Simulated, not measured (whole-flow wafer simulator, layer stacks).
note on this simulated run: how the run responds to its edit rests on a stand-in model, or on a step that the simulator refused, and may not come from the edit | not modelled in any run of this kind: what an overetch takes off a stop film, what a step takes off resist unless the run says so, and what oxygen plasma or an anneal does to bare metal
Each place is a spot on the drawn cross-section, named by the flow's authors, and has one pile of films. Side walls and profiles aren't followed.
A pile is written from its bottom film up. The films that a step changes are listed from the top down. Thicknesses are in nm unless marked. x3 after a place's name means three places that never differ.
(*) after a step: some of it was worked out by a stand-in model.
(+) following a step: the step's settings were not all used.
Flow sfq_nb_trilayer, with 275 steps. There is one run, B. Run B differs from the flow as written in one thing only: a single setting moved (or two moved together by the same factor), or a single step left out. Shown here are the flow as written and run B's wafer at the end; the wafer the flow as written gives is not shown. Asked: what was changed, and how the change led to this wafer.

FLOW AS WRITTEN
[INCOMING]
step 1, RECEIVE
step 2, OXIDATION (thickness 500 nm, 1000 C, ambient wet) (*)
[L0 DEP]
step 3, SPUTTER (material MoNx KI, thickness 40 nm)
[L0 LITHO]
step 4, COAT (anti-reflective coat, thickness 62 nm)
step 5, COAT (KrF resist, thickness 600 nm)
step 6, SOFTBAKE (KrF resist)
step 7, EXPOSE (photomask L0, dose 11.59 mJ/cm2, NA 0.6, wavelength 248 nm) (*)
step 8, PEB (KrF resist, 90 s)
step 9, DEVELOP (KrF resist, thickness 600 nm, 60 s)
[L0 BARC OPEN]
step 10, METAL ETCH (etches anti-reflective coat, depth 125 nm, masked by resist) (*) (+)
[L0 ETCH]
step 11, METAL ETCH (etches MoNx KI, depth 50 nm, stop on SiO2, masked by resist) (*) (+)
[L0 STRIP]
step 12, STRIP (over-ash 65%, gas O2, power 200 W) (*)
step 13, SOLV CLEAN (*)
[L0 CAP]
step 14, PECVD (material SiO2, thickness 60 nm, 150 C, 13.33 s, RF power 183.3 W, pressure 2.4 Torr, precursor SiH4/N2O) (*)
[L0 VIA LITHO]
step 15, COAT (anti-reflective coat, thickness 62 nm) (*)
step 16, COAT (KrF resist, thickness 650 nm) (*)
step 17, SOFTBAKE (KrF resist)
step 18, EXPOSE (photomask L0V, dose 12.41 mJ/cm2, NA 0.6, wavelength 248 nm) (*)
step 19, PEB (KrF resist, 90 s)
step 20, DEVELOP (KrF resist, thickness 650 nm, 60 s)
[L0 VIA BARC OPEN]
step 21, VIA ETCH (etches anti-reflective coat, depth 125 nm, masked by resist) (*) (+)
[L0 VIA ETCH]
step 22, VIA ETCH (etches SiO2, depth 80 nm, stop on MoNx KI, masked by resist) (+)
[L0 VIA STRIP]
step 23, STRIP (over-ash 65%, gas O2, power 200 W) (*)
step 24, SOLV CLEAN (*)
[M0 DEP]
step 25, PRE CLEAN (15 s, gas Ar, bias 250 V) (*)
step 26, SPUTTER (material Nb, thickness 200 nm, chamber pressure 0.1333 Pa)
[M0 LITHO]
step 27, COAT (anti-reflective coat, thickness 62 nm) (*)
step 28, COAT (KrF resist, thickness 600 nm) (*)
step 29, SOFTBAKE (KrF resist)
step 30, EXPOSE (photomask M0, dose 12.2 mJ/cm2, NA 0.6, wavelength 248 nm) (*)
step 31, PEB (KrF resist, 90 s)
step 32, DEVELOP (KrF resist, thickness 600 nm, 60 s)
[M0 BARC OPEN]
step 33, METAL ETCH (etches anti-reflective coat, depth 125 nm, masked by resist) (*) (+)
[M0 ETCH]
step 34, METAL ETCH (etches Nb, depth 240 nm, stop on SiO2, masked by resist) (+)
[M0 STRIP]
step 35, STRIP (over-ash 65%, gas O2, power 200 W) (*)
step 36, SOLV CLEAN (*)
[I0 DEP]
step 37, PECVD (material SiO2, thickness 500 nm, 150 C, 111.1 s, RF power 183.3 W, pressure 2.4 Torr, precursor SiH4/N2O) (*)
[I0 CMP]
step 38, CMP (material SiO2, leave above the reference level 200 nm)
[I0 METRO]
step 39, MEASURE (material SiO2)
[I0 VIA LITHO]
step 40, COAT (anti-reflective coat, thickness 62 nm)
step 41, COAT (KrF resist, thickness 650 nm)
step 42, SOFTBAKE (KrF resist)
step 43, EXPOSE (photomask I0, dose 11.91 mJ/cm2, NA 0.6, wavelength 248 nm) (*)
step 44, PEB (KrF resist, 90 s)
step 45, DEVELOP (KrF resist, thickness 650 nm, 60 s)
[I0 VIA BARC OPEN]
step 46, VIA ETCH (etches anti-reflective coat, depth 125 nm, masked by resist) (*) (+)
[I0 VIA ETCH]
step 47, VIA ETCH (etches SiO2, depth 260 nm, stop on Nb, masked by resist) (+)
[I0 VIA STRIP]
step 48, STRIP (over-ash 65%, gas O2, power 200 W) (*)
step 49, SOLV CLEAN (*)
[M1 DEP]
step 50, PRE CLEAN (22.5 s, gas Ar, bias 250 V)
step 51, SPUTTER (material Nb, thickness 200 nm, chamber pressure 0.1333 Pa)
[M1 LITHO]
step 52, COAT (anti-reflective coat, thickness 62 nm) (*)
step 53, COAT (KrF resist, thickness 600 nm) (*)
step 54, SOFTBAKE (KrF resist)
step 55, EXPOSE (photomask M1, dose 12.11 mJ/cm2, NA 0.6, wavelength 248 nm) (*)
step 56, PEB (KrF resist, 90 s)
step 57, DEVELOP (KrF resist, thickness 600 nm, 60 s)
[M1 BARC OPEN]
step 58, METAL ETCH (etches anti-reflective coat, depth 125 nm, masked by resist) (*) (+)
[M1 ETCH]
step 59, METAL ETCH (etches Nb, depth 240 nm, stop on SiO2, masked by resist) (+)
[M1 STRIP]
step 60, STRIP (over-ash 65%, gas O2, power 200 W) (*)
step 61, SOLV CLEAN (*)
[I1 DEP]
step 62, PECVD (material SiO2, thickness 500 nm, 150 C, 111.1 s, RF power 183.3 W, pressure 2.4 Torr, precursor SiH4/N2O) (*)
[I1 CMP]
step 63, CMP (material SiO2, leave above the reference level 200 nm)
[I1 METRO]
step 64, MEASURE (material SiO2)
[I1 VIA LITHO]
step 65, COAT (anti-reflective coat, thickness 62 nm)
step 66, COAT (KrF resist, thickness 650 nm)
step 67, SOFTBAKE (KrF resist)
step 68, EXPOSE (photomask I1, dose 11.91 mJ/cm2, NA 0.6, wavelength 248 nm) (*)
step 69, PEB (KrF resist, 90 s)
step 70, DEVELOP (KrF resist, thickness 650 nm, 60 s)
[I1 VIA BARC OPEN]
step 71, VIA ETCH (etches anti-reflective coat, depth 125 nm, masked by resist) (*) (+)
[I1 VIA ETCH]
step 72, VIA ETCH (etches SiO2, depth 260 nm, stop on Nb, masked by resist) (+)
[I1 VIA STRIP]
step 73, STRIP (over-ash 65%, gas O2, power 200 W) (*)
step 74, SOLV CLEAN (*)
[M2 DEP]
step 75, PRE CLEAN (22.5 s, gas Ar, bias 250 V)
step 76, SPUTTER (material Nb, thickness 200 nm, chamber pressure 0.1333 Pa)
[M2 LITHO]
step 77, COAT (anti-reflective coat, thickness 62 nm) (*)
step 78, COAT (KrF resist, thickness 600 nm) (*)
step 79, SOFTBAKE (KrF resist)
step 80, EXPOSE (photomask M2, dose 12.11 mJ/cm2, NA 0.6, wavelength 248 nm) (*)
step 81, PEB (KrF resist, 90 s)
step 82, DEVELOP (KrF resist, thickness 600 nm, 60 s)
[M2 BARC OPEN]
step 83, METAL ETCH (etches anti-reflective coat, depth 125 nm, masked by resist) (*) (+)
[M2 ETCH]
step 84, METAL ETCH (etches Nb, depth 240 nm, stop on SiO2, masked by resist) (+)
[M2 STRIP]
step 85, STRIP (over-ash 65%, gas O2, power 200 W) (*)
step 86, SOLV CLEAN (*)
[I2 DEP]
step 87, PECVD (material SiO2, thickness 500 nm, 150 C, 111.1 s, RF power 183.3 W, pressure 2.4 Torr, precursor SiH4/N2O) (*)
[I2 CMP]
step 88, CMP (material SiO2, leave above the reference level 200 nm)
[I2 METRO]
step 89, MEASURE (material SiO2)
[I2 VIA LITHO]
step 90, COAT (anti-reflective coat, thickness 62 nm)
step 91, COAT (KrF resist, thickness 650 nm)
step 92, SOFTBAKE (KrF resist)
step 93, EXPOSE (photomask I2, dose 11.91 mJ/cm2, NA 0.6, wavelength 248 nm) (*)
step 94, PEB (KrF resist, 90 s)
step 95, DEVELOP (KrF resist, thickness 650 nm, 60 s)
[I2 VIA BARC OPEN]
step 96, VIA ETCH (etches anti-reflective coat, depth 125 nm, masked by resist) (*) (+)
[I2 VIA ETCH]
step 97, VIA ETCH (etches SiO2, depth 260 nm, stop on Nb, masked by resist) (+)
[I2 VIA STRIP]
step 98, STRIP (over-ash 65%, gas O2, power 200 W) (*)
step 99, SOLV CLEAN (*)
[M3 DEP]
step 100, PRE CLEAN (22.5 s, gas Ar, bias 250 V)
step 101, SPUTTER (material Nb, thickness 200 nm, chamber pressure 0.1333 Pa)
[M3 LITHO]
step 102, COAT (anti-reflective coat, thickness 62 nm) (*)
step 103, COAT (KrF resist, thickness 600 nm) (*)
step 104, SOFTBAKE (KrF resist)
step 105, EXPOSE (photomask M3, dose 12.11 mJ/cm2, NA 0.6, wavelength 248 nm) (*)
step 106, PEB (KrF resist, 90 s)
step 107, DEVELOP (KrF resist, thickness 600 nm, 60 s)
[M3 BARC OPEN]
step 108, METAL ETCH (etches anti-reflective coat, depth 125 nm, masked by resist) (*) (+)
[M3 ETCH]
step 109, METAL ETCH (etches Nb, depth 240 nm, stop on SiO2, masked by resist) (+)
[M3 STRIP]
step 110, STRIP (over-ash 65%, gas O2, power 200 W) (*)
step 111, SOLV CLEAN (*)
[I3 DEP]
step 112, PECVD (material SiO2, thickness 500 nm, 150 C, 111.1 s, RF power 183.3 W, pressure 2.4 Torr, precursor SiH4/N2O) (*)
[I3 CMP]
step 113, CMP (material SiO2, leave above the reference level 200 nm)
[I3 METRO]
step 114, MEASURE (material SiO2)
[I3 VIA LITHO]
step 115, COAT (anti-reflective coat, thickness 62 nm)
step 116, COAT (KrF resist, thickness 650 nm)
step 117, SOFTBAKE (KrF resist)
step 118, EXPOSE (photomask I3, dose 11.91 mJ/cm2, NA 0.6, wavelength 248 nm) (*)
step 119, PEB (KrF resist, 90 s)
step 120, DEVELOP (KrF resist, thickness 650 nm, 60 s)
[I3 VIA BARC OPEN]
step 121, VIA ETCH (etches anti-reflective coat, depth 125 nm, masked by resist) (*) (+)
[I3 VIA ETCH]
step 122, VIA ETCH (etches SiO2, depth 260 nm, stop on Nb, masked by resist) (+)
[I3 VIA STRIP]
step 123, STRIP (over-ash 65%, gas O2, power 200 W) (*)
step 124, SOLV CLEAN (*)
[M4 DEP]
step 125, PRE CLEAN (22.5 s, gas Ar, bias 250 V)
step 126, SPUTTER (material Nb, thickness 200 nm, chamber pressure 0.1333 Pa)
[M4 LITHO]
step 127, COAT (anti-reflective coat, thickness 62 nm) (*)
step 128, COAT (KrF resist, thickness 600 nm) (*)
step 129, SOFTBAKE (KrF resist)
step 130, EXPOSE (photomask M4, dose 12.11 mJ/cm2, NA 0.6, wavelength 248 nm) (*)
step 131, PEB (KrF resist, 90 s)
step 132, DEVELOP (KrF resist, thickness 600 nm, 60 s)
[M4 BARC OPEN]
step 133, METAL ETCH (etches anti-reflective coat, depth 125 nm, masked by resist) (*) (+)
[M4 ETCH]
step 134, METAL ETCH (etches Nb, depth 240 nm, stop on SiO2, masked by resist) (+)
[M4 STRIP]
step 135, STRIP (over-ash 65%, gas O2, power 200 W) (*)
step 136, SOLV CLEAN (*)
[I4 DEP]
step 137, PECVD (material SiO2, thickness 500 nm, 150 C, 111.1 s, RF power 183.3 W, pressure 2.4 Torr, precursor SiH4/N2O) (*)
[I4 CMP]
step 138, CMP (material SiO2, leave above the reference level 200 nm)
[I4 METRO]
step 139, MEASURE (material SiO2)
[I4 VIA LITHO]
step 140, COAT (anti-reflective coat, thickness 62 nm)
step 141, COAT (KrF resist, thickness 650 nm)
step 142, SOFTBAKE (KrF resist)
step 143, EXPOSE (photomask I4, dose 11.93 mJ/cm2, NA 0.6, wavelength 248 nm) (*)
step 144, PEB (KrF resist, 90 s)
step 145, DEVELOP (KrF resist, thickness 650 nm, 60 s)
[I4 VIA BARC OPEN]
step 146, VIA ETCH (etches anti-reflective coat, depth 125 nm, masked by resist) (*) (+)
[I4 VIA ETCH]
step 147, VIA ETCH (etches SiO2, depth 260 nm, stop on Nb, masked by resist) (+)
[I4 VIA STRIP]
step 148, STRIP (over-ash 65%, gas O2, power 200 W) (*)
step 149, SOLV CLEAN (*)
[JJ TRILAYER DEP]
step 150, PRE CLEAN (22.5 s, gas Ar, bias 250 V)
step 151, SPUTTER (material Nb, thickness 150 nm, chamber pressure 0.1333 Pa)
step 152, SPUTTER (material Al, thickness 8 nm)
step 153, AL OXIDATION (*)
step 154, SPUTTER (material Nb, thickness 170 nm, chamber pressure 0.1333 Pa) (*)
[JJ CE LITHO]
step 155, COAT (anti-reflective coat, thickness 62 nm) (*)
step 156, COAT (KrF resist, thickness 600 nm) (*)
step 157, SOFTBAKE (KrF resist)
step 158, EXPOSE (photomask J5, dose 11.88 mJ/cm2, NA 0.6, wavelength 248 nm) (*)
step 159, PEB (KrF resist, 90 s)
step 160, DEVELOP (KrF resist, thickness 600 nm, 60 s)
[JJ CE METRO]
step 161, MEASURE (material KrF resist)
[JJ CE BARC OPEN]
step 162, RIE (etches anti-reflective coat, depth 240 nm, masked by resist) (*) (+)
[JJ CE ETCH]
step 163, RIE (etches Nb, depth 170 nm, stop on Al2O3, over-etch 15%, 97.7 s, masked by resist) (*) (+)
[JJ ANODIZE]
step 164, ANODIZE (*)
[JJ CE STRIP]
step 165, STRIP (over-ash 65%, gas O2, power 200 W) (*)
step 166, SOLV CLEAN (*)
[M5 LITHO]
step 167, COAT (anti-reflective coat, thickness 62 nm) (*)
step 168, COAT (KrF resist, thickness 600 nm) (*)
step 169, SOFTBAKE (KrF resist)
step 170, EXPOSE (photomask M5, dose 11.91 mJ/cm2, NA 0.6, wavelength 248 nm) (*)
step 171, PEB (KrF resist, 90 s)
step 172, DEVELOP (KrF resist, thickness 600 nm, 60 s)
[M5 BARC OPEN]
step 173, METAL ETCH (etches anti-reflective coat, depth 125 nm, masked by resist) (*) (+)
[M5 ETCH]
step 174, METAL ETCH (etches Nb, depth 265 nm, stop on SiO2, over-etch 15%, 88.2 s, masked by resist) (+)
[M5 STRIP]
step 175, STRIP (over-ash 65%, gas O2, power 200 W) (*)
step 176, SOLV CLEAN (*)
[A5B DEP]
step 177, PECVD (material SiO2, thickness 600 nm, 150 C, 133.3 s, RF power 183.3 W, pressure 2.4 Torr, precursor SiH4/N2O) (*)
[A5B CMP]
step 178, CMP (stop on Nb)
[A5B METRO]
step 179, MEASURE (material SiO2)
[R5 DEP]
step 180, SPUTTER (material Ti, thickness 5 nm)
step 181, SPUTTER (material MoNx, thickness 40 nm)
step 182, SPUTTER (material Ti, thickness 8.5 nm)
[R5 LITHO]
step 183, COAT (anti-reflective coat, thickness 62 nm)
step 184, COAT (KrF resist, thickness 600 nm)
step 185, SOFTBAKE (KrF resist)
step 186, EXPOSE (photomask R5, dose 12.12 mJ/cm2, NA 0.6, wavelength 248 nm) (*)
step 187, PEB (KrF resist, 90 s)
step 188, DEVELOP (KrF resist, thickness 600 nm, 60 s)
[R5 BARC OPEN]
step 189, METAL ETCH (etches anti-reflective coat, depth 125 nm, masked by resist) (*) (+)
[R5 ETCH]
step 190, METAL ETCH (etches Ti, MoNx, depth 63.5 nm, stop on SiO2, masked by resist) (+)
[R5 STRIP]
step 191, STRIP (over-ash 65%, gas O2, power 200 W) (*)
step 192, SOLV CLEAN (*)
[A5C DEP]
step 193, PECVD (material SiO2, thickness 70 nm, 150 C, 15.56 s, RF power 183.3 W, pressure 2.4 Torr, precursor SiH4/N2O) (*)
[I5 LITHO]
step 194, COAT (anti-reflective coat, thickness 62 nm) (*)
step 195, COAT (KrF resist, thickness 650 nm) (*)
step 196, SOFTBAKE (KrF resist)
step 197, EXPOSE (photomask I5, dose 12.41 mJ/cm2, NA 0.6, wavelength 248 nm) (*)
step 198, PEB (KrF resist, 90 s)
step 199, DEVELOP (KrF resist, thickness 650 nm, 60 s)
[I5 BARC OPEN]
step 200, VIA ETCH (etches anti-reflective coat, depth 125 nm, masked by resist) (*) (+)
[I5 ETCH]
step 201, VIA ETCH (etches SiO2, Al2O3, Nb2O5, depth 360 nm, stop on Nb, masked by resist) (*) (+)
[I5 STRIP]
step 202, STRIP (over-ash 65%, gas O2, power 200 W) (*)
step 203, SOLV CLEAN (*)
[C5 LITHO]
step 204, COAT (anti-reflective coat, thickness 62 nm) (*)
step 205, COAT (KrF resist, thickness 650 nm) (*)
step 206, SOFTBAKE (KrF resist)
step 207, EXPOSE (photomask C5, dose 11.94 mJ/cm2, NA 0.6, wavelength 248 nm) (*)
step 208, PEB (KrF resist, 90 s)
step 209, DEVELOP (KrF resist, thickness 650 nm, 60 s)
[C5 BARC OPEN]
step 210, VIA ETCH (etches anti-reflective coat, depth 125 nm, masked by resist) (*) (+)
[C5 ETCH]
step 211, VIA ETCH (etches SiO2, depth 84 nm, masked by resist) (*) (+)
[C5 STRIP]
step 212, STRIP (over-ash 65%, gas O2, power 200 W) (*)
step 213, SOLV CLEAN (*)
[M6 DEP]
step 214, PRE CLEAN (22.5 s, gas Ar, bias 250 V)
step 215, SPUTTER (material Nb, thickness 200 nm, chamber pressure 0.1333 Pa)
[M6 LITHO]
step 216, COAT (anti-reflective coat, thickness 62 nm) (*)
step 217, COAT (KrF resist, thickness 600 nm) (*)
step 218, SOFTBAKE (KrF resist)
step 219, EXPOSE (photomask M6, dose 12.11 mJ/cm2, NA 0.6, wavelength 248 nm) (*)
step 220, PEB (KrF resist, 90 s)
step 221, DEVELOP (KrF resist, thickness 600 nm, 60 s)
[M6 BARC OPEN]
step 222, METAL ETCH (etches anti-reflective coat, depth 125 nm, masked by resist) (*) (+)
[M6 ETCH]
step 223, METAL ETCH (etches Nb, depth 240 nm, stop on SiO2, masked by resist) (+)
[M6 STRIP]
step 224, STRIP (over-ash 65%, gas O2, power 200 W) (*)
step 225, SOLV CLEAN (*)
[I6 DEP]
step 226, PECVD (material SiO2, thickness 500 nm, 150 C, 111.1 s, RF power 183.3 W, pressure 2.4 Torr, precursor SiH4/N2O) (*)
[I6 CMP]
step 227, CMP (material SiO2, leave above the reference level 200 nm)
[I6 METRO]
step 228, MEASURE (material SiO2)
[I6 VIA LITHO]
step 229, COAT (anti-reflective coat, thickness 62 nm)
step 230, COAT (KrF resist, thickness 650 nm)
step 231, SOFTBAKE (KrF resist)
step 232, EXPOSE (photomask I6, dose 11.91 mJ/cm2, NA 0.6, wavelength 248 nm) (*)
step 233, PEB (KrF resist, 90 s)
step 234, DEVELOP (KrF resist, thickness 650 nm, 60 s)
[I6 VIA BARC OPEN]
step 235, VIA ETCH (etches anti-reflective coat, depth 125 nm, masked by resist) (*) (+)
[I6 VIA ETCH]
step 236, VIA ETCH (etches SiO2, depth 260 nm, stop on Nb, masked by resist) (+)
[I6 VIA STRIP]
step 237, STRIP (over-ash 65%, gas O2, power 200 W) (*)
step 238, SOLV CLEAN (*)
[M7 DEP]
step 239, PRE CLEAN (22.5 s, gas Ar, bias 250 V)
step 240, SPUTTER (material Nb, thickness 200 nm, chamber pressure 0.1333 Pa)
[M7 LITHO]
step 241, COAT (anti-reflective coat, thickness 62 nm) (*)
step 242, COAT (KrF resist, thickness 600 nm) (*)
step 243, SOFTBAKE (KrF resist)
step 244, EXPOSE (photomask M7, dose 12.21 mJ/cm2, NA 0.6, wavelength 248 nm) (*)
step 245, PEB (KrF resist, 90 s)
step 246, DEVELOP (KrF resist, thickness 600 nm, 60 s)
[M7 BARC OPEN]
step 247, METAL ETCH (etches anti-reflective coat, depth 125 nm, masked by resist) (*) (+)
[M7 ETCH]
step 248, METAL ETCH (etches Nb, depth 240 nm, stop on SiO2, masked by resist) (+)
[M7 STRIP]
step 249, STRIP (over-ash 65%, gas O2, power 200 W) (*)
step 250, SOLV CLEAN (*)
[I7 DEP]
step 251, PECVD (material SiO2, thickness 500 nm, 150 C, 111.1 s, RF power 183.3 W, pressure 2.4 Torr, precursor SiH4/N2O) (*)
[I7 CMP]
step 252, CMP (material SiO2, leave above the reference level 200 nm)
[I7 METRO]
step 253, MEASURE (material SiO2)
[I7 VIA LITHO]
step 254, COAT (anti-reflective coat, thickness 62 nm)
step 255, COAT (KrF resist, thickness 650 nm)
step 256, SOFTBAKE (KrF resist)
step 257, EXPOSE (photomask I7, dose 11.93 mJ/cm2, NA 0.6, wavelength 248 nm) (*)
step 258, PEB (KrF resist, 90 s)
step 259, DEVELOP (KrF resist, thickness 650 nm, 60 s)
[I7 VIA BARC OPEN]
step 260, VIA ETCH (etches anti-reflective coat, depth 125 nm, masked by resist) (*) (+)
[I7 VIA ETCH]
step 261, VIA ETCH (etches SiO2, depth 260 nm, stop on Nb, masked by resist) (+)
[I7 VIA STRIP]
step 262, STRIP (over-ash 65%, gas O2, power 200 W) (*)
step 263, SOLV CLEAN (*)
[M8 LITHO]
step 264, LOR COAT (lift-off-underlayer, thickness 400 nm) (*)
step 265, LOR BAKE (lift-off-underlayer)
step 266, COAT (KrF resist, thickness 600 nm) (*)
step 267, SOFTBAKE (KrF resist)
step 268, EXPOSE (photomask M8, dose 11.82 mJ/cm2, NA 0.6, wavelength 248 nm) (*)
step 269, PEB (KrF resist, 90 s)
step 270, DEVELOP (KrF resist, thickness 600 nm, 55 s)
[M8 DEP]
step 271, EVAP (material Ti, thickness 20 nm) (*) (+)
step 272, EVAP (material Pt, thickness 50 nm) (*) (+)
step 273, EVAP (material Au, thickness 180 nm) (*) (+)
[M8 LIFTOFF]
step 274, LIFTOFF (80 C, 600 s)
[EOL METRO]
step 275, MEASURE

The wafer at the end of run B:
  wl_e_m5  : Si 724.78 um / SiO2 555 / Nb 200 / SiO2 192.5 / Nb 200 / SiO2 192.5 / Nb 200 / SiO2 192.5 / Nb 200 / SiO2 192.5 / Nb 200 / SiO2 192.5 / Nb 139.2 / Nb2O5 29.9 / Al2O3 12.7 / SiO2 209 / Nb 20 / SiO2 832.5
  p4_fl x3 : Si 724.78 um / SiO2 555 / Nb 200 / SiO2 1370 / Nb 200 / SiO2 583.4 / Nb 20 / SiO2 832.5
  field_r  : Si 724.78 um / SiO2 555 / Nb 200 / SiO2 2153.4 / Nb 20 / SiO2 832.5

What caused this: step 215, SPUTTER: thickness 260 nm was run, though the flow has thickness 200 nm.

The path from the change to this, step by step:
  step 215, SPUTTER (material Nb, thickness 200 nm, chamber pressure 0.1333 Pa)
      field_l, v_sur, via_wl and 100 more: +260 Nb (new film) (as written it would have been: +200 Nb (new film))
      be: +190.7 Nb (as written it would have been: +147.3 Nb)
      (and at 2 other places as well)
  step 216, COAT (anti-reflective coat, thickness 62 nm) (*)
      be: +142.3 anti-reflective coat (new film) (as written it would have been: +136.7 anti-reflective coat (new film))
  step 223, METAL ETCH (etches Nb, depth 240 nm, stop on SiO2, masked by resist) (+)
      field_l, gap, moat and 76 more: -240 Nb (as written it would have been: -200 Nb (all of it))
  step 224, STRIP (over-ash 65%, gas O2, power 200 W) (*)
      be: -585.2 KrF resist (all of it), -142.3 anti-reflective coat (all of it) (as written it would have been: -575.8 KrF resist (all of it), -136.7 anti-reflective coat (all of it))
  step 226, PECVD (material SiO2, thickness 500 nm, 150 C, 111.1 s, RF power 183.3 W, pressure 2.4 Torr, precursor SiH4/N2O) (*)
      field_l, p4_fl x3, p4_w1 x9 and 52 more: +500 SiO2 (new film) (as written it would have been: +500 SiO2)
      moat, field_r, lsp_l, ln_m5, lsp_m: +492.3 SiO2 (new film) (as written it would have been: +493.6 SiO2)
      (and at 10 other places as well)
  step 227, CMP (material SiO2, leave above the reference level 200 nm)
      field_l, p4_fl x3, p4_w1 x9 and 49 more: -60 SiO2 (as written it would have been: -100 SiO2)
      moat, field_r, lsp_l, ln_m5, lsp_m: -52.3 SiO2 (as written it would have been: -93.6 SiO2)
      (and at 9 other places as well)
If metal films that touch count as one body, wl_e_m5 has 7 bodies (between them, from the top down: SiO2 209 / Al2O3 12.7 / Nb2O5 29.9; SiO2 192.5; SiO2 192.5; SiO2 192.5; SiO2 192.5; SiO2 192.5); the flow as written gives 6 bodies (between them, from the top down: SiO2 192.5; SiO2 192.5; SiO2 192.5; SiO2 192.5; SiO2 192.5).
If metal films that touch count as one body, p4_fl x3 has 3 bodies (between them, from the top down: SiO2 583.4; SiO2 1370); the flow as written gives 2 bodies (between them, from the top down: SiO2 1370).
If metal films that touch count as one body, field_r has 2 bodies (between them, from the top down: SiO2 2153.4); the flow as written gives 1 body.
